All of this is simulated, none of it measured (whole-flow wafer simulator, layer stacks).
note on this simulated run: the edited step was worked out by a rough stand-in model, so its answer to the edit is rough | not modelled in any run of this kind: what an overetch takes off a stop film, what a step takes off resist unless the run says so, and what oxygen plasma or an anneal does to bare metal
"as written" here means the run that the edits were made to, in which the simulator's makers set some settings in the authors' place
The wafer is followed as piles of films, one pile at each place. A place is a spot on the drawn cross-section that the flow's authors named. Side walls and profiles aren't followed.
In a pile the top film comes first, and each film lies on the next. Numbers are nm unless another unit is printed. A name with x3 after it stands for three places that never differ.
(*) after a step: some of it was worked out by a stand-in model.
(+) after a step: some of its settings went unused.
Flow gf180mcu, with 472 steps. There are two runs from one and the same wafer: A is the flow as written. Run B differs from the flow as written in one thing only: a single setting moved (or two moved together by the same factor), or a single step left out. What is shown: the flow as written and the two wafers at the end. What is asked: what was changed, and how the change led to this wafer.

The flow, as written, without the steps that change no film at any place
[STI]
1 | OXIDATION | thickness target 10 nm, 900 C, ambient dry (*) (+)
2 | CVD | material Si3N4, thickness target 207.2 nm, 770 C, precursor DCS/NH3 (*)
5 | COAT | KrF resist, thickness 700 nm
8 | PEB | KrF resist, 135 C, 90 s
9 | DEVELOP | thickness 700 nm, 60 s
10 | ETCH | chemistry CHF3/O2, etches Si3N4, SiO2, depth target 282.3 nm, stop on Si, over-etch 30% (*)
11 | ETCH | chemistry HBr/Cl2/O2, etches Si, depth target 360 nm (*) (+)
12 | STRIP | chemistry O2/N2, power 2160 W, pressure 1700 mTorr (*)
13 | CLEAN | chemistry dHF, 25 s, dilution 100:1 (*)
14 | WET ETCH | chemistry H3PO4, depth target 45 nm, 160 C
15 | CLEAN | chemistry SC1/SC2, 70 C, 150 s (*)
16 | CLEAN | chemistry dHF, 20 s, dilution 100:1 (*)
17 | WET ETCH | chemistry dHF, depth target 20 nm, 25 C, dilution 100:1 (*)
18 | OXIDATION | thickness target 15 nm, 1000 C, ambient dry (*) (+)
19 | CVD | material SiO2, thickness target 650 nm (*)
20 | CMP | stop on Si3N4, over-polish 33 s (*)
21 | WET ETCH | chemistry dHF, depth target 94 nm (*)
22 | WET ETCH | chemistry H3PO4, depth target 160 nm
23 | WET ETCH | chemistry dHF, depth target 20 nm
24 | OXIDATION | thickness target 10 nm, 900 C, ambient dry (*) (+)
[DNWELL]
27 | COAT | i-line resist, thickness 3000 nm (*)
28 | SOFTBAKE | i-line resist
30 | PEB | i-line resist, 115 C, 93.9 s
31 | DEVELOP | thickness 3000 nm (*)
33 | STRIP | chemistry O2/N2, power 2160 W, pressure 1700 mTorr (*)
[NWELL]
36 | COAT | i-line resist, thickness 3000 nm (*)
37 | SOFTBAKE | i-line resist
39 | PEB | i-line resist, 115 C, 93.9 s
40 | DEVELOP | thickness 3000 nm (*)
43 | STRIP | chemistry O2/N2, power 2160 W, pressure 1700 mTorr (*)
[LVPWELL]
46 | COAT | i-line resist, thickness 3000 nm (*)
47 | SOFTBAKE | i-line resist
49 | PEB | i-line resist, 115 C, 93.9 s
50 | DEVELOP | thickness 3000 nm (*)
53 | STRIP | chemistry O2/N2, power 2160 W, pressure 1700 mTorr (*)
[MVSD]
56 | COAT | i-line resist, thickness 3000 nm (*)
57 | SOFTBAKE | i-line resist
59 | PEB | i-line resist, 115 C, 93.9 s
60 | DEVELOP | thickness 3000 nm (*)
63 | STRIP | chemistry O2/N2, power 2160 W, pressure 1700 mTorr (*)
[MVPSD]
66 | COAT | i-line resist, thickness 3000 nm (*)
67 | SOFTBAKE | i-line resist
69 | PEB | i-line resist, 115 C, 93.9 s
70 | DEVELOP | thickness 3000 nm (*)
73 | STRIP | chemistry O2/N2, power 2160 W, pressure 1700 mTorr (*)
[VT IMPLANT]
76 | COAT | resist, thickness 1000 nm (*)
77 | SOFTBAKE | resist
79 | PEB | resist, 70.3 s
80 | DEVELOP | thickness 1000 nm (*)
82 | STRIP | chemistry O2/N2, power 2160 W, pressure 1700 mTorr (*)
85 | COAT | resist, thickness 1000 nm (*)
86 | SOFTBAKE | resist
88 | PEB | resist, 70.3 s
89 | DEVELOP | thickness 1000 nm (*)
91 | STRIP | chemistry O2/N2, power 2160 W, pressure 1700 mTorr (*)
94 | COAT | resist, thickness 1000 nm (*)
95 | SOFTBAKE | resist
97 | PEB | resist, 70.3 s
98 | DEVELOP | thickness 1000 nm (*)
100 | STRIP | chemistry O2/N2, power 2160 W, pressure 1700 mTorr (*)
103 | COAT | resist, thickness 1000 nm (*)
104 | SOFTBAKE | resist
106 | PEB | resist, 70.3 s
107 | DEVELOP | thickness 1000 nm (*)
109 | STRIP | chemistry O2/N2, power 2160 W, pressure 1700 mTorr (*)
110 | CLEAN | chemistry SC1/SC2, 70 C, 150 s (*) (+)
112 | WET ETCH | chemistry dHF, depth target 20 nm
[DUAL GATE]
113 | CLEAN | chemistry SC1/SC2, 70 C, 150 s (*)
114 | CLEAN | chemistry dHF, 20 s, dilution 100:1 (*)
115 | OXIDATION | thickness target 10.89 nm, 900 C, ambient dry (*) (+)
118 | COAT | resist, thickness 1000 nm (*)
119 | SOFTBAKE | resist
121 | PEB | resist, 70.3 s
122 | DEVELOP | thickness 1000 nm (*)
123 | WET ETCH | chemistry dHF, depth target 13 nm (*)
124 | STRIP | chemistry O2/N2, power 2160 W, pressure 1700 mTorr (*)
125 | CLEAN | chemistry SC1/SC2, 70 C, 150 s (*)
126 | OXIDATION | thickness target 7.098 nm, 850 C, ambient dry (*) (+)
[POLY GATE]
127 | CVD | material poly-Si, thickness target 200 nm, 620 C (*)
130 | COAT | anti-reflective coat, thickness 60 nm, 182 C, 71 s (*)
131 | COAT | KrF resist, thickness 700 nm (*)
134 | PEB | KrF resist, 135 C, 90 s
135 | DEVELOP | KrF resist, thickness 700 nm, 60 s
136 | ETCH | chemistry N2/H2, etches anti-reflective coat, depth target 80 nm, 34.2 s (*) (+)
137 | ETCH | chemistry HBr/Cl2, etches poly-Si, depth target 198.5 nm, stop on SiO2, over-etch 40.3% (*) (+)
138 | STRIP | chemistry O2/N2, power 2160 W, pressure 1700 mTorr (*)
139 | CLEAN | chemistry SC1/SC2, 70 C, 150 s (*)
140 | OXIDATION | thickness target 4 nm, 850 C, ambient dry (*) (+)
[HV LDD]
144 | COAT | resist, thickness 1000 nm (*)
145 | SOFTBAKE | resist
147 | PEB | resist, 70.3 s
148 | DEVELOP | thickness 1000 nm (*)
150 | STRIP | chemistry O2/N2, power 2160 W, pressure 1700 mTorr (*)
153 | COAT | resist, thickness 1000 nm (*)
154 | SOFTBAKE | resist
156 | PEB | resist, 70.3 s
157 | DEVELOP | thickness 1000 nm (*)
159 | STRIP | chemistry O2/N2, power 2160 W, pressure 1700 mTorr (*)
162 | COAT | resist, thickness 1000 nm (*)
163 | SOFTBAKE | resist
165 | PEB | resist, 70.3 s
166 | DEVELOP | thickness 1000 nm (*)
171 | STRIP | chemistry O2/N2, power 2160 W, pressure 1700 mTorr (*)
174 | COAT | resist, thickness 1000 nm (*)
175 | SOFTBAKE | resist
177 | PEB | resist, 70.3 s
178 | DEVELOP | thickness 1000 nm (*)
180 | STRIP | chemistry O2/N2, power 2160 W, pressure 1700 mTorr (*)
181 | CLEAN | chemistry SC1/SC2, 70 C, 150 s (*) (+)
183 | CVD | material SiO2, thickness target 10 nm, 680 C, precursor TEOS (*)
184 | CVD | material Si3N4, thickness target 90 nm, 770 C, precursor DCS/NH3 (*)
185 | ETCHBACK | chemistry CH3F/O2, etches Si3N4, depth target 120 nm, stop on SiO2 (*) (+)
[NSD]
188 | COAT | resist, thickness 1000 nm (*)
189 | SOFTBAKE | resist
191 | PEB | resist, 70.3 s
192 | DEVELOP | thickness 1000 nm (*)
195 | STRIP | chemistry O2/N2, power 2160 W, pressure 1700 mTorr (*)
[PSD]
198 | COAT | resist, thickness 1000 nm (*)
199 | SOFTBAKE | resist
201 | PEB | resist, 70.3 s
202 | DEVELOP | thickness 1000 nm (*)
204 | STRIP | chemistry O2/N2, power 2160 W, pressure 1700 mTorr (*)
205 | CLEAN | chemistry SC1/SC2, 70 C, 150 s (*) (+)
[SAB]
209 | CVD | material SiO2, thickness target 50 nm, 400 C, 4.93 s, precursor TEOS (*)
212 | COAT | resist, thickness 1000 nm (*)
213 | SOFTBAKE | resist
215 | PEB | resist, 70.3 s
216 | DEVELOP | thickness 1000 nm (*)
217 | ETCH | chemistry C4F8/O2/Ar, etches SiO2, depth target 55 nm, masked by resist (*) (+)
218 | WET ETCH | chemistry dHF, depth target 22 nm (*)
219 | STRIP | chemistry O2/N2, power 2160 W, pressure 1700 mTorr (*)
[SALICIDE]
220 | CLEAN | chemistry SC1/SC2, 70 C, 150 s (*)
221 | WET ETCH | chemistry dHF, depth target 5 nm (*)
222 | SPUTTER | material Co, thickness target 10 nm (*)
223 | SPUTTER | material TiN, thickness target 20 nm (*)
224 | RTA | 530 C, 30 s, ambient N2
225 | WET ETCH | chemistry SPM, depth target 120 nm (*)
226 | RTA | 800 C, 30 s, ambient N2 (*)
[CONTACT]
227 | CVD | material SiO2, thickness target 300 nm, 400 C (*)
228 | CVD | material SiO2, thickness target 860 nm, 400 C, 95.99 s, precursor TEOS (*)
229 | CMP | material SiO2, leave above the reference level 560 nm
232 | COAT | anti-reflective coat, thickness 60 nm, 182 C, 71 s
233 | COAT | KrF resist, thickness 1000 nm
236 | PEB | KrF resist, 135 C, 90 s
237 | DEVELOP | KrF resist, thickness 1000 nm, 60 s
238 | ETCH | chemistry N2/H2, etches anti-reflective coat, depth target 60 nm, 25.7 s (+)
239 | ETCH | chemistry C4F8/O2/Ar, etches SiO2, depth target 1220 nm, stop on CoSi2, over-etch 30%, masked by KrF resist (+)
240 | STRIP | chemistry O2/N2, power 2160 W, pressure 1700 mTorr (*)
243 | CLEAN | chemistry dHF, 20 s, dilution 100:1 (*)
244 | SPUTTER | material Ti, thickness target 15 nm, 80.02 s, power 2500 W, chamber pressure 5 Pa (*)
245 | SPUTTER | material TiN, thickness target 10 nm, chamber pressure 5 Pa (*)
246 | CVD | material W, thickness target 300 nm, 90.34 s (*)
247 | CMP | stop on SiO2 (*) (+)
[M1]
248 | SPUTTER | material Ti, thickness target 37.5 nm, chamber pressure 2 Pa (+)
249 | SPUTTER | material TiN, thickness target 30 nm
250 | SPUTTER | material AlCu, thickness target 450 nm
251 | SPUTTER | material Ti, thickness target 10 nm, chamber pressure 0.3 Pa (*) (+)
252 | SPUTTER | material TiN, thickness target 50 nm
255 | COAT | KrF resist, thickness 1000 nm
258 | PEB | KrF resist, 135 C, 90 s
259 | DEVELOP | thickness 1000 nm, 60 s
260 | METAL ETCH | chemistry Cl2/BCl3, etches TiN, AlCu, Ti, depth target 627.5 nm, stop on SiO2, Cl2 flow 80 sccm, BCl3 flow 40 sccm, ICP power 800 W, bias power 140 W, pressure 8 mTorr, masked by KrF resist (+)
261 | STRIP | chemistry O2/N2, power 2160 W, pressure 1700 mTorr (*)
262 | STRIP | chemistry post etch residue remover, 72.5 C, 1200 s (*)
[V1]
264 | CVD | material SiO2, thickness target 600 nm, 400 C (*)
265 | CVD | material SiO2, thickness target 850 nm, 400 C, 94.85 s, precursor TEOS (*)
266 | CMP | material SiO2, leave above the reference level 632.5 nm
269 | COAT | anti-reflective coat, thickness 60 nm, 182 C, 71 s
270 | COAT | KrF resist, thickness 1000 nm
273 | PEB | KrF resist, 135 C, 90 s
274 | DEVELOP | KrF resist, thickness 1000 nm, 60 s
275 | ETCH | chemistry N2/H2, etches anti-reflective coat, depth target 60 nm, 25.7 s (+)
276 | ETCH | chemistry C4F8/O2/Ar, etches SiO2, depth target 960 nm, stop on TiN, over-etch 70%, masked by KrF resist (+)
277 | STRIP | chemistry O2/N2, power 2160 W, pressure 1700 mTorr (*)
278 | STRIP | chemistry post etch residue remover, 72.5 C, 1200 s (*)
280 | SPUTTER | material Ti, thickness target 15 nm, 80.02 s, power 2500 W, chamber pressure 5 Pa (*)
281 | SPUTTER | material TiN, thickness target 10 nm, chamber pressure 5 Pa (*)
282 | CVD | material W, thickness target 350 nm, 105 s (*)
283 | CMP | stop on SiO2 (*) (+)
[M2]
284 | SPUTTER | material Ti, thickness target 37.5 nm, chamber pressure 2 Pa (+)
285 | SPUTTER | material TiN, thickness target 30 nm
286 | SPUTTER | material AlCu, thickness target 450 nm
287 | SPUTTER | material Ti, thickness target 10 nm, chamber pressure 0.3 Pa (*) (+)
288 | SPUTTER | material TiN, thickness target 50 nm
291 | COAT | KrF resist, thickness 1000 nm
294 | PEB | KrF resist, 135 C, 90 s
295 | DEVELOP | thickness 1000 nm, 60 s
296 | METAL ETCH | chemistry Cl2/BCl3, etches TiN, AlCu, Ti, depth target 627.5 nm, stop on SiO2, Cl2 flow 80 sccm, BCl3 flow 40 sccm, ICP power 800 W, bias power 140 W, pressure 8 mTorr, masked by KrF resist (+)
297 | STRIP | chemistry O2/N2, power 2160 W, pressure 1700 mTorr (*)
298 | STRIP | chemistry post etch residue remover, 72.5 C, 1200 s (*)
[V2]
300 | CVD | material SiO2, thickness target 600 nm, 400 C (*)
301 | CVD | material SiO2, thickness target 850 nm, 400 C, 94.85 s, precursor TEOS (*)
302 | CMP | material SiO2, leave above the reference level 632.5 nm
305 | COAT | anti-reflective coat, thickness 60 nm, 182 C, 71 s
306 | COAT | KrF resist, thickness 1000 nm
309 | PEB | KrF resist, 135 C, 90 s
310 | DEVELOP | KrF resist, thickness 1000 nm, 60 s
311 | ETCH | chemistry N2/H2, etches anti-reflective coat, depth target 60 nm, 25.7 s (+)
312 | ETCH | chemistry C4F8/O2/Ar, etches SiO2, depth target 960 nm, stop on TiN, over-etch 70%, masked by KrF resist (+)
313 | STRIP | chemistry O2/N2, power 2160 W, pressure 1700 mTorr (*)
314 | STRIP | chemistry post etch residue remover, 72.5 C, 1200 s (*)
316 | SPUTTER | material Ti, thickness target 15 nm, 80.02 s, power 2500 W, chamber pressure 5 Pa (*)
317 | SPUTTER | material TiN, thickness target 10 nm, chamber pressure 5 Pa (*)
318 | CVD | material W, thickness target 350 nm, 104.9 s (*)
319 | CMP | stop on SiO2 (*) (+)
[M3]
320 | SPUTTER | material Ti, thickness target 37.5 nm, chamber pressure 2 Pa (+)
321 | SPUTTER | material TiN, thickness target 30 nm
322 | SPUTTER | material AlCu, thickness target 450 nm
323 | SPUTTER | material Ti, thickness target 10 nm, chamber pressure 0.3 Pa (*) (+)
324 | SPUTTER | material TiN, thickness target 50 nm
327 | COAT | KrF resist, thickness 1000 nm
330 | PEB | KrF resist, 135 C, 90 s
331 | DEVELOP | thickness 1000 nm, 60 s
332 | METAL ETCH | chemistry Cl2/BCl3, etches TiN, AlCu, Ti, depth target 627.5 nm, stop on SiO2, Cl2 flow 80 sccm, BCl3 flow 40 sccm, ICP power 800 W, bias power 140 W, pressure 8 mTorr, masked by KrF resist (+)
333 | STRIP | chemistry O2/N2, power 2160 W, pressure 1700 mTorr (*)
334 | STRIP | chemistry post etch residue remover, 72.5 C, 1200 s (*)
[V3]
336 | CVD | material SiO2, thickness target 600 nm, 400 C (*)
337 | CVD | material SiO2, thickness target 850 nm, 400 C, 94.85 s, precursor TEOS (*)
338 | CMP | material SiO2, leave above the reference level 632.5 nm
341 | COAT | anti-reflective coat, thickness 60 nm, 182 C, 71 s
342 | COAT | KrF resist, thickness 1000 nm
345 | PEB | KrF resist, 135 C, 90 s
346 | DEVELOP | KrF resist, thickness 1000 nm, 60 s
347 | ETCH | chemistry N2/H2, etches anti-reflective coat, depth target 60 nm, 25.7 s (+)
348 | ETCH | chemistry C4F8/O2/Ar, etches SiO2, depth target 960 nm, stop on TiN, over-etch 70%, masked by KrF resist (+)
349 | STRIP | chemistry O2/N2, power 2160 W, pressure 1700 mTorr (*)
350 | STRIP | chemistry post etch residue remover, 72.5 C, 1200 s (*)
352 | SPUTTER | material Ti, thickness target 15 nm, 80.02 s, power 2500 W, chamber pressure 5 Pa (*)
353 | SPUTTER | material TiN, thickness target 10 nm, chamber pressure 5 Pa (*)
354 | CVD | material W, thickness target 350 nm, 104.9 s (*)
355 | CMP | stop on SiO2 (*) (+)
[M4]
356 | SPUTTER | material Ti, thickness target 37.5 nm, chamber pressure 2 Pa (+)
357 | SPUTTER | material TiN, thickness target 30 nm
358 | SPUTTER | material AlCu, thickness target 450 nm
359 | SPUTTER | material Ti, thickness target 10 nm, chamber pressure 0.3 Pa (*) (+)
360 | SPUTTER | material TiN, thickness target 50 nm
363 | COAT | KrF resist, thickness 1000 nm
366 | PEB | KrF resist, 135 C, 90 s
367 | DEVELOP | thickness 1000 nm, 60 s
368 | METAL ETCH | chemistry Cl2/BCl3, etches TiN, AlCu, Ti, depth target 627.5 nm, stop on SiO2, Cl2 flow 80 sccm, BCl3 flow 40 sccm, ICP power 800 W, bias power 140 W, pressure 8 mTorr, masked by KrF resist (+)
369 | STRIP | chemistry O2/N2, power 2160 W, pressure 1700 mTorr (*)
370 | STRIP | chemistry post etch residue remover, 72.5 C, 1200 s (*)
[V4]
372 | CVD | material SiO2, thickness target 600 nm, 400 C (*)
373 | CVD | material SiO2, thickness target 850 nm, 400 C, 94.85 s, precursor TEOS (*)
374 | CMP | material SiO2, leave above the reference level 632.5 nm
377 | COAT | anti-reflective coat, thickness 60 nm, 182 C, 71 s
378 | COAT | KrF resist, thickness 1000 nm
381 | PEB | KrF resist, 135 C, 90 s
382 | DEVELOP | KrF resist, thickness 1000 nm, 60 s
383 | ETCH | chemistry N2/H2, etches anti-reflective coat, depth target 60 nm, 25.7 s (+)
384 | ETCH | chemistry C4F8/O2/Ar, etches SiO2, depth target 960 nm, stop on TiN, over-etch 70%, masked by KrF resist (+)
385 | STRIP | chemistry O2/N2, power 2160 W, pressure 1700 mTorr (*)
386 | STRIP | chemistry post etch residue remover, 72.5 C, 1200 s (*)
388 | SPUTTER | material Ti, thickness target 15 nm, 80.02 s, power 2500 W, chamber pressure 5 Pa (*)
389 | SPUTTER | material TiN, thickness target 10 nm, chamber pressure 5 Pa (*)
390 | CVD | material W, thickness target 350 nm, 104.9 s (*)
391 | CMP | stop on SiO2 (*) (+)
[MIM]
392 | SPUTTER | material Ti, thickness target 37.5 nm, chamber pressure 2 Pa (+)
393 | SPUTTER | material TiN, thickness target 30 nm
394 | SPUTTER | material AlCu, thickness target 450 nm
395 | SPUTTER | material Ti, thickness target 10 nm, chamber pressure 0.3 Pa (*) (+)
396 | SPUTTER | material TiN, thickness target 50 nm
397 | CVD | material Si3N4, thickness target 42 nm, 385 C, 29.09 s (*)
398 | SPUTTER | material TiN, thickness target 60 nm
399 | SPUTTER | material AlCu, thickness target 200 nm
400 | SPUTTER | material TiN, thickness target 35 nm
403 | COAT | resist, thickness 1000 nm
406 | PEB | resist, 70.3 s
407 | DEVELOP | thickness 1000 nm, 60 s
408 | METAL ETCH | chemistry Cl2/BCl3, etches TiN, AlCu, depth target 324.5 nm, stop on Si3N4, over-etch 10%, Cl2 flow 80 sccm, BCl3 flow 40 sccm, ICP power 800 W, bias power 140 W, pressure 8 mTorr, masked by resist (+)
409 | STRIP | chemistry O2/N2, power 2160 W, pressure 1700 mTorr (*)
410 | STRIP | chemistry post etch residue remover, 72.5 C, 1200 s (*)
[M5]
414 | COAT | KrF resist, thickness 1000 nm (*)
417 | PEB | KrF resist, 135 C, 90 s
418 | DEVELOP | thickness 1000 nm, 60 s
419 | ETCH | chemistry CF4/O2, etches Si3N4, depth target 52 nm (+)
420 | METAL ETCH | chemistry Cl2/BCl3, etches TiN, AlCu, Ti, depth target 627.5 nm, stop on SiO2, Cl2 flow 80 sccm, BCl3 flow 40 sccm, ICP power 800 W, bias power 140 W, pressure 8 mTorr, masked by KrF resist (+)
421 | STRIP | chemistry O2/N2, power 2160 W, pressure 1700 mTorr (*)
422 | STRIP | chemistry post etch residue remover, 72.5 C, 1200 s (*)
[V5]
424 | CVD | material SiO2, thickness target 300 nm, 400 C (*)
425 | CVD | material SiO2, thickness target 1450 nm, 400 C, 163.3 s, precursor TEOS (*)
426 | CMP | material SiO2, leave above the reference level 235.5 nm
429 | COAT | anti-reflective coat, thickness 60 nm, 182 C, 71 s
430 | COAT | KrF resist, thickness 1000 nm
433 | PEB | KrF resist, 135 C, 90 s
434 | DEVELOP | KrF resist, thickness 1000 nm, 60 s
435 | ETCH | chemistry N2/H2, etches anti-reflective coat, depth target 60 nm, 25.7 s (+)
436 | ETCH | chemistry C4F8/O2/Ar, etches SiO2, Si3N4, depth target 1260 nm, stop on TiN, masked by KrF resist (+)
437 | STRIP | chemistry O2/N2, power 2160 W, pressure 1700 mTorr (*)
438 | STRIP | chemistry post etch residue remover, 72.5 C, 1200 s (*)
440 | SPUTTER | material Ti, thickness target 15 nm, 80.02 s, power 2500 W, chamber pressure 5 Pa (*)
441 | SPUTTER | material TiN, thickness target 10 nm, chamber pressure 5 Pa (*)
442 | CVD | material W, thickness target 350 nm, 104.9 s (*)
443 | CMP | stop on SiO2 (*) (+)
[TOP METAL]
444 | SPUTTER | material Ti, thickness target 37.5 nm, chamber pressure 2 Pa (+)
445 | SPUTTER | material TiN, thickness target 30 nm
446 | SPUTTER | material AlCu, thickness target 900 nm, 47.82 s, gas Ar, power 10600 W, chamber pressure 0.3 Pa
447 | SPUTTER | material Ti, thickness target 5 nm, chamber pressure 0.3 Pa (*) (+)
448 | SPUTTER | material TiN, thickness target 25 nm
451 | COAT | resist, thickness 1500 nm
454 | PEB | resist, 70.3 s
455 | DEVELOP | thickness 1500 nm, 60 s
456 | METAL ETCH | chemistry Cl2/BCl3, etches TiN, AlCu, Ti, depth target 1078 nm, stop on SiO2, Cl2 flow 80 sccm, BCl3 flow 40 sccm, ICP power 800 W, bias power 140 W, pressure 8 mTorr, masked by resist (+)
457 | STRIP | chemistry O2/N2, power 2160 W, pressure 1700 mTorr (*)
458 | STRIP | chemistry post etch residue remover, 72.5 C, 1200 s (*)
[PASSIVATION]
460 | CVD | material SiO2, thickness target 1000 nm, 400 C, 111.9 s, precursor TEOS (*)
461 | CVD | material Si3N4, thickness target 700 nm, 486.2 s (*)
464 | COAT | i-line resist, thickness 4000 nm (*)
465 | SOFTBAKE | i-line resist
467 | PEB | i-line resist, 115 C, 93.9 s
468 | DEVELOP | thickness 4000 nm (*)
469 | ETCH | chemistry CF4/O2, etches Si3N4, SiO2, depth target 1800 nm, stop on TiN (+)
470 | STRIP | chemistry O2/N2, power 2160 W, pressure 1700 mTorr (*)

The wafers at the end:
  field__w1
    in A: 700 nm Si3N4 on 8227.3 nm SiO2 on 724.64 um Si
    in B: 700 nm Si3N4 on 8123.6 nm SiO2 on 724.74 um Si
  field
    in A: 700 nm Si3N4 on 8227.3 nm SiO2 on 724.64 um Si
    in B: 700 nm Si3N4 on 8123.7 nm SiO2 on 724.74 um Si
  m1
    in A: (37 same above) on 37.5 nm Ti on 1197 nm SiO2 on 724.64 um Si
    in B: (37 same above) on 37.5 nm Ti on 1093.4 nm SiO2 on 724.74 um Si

Cause: step 11, ETCH: depth target 256 nm was run, while the flow as written has depth target 360 nm.

How this came from the change, step by step:
  11 | ETCH | chemistry HBr/Cl2/O2, etches Si, depth target 360 nm (*) (+)
      active, n_well, p_well and 40 more: A KrF resist loses 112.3 | B KrF resist loses 77.7
      field, field_sub, sti and 34 more: A Si loses 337 | B Si loses 233
  12 | STRIP | chemistry O2/N2, power 2160 W, pressure 1700 mTorr (*)
      active, n_well, p_well and 40 more: A KrF resist loses 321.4 (all of it) | B KrF resist loses 356.1 (all of it)
  19 | CVD | material SiO2, thickness target 650 nm (*)
      m1, ld_fp_n, ld_drift_n and 8 more: A SiO2 gains 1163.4 | B SiO2 gains 1059.4
  20 | CMP | stop on Si3N4, over-polish 33 s (*)
      sti, mim_1p0, pad and 11 more: A SiO2 loses 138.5 | B SiO2 loses 242.5
      nw_enc_fld, nw_enc_fld_lv: A SiO2 loses 142.5 | B SiO2 loses 246.5
      (and at 10 other places as well)
  189 | SOFTBAKE | resist
      field__w9: A resist gains 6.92 | B resist loses 3.05
  199 | SOFTBAKE | resist
      field__w9: A resist gains 6.92 | B resist loses 3.05
